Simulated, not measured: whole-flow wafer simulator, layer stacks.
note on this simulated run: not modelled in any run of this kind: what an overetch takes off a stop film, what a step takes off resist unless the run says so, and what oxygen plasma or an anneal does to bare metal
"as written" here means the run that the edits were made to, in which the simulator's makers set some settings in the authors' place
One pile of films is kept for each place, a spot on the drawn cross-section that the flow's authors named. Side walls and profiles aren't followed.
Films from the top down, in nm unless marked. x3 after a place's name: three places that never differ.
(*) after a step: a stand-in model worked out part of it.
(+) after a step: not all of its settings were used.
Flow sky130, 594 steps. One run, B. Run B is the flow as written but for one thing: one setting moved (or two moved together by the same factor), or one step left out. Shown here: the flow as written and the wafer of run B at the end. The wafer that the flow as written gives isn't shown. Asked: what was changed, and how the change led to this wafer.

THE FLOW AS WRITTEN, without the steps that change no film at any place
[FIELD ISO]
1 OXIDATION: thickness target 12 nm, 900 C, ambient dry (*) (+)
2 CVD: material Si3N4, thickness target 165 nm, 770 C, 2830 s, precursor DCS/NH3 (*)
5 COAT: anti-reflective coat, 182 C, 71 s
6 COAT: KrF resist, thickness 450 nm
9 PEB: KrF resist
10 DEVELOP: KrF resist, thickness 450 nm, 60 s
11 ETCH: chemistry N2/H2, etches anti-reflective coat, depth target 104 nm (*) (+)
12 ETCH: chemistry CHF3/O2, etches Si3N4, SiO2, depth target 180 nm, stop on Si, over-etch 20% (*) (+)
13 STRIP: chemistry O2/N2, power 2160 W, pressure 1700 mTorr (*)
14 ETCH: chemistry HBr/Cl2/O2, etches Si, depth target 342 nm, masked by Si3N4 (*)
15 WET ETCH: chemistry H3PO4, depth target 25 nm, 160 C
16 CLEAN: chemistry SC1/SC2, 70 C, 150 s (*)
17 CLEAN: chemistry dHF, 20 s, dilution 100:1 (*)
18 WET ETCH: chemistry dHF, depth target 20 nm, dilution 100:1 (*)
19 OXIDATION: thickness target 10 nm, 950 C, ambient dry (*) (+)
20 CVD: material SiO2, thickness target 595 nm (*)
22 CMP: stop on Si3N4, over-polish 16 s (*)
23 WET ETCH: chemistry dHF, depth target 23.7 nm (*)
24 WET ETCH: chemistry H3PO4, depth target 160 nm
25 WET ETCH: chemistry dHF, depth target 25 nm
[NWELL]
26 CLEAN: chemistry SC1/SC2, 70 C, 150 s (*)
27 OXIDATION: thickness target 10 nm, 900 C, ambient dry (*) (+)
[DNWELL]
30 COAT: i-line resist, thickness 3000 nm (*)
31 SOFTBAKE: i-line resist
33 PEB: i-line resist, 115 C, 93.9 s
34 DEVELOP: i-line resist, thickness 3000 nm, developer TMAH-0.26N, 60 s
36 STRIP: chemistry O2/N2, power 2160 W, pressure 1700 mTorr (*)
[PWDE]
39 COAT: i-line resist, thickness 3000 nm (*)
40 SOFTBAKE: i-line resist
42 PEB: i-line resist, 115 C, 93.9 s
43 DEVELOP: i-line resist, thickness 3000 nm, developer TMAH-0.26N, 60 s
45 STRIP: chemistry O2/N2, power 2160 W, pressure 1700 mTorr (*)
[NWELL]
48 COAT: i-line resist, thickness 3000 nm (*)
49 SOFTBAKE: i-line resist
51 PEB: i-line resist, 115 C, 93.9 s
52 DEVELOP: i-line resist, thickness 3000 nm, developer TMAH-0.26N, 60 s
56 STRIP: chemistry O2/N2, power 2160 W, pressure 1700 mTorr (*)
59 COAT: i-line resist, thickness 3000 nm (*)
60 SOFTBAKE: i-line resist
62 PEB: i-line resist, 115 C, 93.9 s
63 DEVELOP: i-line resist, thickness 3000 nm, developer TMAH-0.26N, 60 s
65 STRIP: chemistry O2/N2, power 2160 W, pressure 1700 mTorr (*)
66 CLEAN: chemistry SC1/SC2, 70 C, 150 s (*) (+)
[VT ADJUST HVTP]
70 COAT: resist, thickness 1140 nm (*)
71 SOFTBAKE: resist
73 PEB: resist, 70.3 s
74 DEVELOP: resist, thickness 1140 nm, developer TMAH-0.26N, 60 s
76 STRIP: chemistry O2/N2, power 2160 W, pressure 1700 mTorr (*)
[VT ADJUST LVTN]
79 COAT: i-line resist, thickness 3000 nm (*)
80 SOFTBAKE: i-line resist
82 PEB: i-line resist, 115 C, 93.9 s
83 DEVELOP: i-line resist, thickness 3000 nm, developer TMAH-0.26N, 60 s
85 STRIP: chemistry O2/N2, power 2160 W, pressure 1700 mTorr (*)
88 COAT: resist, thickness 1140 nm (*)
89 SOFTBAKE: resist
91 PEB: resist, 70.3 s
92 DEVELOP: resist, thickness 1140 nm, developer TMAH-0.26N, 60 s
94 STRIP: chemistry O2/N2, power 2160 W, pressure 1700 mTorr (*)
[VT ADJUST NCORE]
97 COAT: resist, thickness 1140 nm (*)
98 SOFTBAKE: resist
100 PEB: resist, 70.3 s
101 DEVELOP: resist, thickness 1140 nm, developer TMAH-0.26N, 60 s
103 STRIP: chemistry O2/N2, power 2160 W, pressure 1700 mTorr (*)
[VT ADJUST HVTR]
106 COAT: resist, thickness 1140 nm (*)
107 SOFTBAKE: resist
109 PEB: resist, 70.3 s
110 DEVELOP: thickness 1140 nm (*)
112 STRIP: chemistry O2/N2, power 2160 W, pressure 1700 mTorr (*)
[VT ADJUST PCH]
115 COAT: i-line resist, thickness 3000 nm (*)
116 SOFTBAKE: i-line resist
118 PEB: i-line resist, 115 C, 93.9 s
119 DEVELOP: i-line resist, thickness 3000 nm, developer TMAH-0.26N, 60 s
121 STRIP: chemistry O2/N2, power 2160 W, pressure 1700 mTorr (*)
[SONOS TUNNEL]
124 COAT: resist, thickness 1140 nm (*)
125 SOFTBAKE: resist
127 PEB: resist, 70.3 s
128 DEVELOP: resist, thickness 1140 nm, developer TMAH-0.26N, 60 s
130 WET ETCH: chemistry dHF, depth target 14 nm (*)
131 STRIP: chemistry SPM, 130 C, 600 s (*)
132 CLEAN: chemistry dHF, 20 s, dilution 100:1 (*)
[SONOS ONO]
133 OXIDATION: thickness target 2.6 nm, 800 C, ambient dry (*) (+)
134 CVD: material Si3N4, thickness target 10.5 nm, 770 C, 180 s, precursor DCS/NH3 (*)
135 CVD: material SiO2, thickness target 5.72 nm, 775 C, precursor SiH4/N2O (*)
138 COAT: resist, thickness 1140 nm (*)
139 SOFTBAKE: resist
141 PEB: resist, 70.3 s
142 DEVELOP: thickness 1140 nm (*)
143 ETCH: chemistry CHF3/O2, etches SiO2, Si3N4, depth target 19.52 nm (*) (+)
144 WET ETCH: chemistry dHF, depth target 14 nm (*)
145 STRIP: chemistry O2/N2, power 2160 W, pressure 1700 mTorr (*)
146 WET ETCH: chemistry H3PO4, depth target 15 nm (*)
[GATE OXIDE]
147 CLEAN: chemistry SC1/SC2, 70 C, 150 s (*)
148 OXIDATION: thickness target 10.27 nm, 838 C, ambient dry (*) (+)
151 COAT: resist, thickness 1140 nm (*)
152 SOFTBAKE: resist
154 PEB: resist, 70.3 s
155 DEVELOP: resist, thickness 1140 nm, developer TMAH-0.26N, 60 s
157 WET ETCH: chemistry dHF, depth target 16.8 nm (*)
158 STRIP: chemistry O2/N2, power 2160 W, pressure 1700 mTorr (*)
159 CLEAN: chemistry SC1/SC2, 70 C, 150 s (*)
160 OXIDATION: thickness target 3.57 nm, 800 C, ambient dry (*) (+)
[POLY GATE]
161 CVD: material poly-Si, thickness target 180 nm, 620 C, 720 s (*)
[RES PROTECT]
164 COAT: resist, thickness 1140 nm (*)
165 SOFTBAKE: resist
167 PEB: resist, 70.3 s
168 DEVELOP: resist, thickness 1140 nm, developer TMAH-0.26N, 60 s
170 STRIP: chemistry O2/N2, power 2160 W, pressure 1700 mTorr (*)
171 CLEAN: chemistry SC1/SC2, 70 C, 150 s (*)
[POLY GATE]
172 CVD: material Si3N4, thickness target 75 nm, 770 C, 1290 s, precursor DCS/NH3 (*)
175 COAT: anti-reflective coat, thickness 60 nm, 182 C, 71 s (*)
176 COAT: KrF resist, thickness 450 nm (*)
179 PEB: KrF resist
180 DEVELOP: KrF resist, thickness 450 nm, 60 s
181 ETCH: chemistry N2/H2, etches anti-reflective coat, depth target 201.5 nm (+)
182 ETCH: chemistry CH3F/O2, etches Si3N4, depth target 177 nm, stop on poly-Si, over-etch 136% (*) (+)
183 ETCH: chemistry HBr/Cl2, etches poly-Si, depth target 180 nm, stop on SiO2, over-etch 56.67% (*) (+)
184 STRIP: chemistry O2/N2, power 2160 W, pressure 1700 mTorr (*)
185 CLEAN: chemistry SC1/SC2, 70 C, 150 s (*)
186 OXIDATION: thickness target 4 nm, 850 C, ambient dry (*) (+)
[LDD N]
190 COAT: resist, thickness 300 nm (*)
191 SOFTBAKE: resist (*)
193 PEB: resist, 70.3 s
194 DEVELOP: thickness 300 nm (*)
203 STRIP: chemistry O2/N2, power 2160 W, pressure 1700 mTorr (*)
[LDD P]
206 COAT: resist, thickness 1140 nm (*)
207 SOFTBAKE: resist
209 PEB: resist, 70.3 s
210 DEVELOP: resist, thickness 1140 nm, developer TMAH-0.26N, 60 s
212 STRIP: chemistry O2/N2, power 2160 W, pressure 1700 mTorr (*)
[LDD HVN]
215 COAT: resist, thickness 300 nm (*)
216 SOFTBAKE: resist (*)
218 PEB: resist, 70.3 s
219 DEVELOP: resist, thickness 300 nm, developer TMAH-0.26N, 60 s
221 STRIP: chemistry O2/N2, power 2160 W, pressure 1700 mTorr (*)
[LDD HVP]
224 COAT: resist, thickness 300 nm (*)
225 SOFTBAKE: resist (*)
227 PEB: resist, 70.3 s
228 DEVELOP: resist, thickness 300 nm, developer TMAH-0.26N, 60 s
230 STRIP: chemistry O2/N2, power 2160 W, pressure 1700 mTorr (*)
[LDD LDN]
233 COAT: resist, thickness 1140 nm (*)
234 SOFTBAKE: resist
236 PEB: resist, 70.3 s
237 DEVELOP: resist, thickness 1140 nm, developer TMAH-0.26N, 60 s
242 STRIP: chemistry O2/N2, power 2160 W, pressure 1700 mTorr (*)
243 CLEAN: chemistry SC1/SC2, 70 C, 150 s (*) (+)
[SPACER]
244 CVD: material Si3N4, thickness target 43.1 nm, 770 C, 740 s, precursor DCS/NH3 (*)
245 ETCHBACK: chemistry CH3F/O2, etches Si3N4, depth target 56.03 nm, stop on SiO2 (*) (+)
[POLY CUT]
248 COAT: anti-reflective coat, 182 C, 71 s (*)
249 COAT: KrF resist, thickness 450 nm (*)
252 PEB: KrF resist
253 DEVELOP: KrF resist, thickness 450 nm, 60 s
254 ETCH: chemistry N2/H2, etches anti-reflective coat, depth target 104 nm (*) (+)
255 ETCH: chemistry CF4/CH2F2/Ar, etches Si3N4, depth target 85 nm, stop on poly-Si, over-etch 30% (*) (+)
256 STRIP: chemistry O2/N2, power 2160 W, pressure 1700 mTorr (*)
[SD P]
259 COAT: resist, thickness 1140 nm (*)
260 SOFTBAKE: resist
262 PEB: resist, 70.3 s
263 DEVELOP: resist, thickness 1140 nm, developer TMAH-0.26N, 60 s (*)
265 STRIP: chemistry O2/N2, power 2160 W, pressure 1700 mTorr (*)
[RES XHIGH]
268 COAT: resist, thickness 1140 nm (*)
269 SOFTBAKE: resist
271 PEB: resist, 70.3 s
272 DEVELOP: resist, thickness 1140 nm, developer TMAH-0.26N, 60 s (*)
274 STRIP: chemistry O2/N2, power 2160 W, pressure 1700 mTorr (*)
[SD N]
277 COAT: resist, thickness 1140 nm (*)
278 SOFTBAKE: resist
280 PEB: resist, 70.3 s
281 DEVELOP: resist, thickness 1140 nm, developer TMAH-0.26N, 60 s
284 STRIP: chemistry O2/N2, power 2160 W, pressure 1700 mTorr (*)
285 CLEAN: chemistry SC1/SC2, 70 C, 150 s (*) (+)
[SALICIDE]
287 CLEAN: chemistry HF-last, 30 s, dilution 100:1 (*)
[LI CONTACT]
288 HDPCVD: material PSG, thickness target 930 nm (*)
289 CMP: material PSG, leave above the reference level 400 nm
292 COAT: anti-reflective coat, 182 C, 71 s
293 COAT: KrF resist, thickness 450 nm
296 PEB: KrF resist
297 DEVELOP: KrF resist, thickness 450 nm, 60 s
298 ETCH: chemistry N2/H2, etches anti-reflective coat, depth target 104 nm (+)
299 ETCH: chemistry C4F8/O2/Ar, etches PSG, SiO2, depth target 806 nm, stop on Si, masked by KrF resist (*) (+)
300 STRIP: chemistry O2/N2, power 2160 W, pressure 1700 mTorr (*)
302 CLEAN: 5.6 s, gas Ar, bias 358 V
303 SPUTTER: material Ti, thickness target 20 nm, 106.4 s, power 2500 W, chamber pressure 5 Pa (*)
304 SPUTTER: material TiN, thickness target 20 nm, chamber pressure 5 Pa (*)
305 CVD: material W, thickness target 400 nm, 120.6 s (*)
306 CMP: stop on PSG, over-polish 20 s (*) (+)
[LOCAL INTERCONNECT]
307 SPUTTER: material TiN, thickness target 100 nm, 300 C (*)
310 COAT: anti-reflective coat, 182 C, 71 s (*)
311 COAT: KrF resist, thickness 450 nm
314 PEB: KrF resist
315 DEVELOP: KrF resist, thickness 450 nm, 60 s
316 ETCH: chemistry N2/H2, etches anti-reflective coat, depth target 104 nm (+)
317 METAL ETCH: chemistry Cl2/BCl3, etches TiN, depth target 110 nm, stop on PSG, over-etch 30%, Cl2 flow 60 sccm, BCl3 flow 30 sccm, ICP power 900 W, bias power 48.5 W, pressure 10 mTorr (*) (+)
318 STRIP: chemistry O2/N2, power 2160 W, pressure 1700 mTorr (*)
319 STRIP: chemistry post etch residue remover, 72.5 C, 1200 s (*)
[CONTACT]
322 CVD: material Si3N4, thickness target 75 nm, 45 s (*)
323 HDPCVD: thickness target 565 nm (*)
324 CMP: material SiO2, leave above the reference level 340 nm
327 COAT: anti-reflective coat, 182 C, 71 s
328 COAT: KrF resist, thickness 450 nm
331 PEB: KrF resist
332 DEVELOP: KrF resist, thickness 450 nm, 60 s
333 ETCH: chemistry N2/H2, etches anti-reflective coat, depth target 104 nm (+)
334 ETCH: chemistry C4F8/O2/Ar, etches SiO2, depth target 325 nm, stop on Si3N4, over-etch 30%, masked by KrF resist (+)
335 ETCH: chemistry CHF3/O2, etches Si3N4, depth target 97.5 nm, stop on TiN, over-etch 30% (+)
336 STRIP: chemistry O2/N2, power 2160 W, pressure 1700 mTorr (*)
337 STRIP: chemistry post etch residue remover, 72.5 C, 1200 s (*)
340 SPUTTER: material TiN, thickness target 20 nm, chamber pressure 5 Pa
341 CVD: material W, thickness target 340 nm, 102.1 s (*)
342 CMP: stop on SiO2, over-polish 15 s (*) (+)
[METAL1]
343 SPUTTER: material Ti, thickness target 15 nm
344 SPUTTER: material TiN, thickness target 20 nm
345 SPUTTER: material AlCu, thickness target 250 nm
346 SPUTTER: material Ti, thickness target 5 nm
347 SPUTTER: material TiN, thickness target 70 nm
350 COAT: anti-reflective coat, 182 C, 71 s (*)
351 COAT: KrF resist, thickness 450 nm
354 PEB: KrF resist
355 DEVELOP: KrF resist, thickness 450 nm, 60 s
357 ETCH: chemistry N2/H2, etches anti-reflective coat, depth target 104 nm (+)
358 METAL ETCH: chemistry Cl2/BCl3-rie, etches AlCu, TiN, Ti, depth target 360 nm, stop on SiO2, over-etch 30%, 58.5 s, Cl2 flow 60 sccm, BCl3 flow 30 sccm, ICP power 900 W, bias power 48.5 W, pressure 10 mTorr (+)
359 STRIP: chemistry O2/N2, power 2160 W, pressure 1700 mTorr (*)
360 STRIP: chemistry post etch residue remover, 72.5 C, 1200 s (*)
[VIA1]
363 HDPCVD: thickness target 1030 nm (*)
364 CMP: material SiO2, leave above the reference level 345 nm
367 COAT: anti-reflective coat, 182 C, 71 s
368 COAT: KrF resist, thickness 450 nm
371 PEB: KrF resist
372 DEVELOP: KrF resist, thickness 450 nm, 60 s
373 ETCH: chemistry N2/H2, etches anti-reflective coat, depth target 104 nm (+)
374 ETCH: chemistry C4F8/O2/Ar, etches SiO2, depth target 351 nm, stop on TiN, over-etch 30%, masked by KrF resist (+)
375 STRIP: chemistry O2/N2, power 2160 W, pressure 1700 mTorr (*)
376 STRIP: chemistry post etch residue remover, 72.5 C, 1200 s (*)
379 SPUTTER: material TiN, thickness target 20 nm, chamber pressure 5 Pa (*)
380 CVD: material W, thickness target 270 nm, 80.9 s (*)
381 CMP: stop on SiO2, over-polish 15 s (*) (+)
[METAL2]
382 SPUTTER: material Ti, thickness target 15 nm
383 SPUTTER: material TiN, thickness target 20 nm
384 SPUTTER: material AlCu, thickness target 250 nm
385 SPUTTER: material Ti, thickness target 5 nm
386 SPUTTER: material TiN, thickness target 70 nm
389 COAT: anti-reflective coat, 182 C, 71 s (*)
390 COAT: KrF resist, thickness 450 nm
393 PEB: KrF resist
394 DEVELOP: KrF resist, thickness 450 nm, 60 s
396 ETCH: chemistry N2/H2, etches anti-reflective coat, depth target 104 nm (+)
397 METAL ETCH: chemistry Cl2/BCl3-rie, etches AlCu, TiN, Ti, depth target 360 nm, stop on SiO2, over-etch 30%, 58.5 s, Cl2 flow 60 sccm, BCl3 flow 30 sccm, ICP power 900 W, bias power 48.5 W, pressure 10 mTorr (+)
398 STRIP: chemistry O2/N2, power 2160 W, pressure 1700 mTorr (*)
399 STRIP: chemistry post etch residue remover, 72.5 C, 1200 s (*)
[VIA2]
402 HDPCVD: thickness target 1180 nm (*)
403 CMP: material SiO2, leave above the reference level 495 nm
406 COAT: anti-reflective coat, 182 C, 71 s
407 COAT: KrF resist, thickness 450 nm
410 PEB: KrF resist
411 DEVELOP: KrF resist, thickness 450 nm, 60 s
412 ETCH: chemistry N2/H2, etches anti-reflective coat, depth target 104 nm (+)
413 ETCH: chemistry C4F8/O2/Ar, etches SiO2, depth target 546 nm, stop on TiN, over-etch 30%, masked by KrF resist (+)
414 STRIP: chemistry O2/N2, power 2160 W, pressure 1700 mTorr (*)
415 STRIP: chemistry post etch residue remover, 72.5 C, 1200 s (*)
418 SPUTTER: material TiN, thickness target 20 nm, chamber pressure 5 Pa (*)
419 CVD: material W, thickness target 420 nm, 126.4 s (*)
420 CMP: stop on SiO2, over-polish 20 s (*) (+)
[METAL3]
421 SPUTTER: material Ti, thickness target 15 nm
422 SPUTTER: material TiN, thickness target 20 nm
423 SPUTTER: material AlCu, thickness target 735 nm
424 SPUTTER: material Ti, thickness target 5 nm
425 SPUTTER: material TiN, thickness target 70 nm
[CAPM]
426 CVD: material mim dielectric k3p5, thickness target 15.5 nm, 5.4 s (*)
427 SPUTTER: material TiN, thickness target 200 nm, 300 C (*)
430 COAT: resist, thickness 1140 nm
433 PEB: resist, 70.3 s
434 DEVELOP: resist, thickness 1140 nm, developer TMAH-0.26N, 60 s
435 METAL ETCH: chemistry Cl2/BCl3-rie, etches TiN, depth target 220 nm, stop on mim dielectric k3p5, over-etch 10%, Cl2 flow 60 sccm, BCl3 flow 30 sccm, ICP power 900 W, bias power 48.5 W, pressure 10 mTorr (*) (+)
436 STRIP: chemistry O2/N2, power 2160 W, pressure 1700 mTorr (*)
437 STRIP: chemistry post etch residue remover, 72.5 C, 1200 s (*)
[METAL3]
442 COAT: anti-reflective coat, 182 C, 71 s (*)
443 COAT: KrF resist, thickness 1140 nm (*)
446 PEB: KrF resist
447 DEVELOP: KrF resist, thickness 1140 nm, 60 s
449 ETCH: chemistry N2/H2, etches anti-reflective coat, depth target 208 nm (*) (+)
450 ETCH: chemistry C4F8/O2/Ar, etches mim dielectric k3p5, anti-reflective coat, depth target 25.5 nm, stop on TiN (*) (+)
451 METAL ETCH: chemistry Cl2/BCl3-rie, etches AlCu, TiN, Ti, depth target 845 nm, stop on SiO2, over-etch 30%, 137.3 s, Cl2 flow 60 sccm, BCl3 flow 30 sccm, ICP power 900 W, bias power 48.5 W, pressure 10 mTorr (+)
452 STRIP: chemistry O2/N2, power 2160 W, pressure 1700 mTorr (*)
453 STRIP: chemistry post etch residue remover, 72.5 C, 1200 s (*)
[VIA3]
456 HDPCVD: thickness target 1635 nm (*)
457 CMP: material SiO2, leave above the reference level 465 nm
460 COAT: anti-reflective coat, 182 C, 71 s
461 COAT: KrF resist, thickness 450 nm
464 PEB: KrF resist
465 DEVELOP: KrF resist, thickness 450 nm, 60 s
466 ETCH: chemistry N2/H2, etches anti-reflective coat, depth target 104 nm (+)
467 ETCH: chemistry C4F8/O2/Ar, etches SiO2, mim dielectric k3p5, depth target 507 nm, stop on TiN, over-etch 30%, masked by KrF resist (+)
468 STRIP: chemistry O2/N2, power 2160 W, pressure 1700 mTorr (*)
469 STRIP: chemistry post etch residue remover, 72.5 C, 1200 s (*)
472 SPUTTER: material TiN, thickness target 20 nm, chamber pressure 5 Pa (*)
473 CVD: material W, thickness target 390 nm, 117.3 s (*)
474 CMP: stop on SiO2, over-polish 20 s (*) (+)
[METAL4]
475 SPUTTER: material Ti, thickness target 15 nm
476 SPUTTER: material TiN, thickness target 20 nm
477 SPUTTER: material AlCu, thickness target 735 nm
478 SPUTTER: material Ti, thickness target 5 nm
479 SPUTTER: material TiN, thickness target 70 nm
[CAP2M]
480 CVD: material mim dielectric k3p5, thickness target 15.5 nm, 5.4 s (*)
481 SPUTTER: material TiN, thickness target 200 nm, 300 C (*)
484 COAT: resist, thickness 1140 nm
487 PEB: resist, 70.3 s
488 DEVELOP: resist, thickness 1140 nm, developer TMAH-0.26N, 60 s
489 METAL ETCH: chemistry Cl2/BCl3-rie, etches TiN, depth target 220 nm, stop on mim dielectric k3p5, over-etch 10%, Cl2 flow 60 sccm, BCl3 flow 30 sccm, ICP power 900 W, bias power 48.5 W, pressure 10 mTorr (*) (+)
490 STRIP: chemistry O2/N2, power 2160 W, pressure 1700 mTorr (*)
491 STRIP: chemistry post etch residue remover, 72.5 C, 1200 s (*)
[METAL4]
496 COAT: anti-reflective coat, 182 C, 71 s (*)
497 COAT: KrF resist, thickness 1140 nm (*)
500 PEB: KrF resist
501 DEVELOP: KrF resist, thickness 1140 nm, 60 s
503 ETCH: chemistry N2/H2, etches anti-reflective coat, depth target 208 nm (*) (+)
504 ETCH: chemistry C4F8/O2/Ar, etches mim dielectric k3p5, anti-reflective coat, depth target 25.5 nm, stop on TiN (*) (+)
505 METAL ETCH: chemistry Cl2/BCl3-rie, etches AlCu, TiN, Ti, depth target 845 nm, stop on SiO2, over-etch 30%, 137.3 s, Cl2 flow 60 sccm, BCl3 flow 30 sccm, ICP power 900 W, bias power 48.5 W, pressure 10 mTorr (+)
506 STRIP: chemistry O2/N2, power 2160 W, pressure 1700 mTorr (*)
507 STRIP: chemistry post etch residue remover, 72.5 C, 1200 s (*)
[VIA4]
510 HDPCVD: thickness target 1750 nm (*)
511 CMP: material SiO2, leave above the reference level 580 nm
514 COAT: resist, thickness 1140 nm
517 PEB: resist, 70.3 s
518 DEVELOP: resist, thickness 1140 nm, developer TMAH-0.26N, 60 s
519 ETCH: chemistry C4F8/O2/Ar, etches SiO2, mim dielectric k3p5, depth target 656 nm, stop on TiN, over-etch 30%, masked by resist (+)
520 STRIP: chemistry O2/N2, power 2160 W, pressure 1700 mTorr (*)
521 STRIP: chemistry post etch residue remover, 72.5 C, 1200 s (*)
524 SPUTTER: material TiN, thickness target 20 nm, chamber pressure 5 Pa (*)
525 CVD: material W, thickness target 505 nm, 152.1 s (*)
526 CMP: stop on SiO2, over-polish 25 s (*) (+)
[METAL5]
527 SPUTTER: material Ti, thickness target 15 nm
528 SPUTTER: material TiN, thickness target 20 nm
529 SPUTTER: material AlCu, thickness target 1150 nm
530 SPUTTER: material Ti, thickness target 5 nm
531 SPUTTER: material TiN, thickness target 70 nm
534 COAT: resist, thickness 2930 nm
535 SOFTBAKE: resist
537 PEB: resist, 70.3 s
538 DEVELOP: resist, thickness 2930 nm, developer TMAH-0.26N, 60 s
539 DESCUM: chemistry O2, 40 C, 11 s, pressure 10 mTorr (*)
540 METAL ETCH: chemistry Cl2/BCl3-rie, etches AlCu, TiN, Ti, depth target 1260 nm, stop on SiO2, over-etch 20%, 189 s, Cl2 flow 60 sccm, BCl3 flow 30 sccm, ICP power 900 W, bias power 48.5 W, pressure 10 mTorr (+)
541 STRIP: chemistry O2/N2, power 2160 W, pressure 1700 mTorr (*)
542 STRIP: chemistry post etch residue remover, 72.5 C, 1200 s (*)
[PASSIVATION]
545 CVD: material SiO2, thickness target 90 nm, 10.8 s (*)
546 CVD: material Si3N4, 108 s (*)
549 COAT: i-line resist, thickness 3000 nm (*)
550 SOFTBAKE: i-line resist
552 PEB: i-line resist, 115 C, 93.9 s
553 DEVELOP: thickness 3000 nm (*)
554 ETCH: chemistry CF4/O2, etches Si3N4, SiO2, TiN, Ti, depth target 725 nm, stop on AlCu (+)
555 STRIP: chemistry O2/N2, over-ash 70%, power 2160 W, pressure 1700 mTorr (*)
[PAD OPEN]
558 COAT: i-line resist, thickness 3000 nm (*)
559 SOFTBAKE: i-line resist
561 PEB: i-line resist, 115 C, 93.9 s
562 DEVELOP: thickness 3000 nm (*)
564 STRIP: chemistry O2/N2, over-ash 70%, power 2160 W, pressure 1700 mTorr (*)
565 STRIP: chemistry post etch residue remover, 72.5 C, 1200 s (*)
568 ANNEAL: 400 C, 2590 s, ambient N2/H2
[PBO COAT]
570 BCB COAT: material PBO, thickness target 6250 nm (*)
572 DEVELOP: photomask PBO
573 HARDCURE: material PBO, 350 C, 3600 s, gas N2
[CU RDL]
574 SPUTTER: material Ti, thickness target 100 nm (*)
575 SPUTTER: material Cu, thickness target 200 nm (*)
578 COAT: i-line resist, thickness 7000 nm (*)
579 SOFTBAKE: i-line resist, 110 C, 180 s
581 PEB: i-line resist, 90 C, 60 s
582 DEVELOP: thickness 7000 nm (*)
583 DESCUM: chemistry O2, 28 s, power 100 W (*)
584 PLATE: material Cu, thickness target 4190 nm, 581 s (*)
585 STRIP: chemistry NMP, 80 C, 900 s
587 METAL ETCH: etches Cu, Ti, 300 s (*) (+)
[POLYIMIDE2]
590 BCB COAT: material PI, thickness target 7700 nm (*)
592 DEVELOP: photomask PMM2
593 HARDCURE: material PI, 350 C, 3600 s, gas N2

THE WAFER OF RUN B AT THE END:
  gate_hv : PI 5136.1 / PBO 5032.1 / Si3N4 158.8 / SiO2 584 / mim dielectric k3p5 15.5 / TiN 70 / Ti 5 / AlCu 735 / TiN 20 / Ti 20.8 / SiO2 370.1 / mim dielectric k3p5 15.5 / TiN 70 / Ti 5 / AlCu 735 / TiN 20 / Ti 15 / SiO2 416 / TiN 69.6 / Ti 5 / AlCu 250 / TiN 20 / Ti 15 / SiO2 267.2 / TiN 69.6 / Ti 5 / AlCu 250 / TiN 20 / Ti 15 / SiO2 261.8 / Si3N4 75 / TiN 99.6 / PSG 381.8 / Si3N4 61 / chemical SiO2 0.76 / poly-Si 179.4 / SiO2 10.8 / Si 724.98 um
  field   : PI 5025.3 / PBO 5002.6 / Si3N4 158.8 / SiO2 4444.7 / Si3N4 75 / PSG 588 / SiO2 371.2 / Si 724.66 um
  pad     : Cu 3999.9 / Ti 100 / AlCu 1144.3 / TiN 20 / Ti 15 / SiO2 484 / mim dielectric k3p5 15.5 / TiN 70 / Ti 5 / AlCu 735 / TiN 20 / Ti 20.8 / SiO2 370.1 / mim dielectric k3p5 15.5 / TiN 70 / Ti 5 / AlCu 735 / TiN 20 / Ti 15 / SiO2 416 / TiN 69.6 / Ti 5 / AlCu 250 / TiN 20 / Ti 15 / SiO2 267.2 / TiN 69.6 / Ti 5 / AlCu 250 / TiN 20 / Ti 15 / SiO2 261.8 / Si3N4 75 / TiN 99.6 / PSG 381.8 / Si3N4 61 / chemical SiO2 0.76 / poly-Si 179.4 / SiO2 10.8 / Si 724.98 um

The cause: step 475, SPUTTER: thickness target 20.8 nm was run, where the flow has thickness target 15 nm.
It can be read off the wafer: gate_hv has Ti 20.8, and step 475 as written asks for 15 nm.

How the change led to this, step by step:
  475 SPUTTER: material Ti, thickness target 15 nm
      field, active, n_well and 189 more: Ti +20.8 (new film) (as written it would be: Ti +15 (new film))
  505 METAL ETCH: chemistry Cl2/BCl3-rie, etches AlCu, TiN, Ti, depth target 845 nm, stop on SiO2, over-etch 30%, 137.3 s, Cl2 flow 60 sccm, BCl3 flow 30 sccm, ICP power 900 W, bias power 48.5 W, pressure 10 mTorr (+)
      field, gate, spacer and 68 more: TiN -70 (all of it), Ti -5 (all of it), AlCu -735 (all of it), TiN -20 (all of it), Ti -20.8 (all of it), SiO2 -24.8 (as written it would be: TiN -70 (all of it), Ti -5 (all of it), AlCu -735 (all of it), TiN -20 (all of it), Ti -15 (all of it), SiO2 -25.4)
      active, vpp_iso1, mim_edge_plate and 14 more: TiN -70 (all of it), Ti -5 (all of it), AlCu -735 (all of it), TiN -20 (all of it), Ti -20.8 (all of it), SiO2 -24.8 (as written it would be: TiN -70 (all of it), Ti -5 (all of it), AlCu -735 (all of it), TiN -20 (all of it), Ti -15 (all of it), SiO2 -25.3)
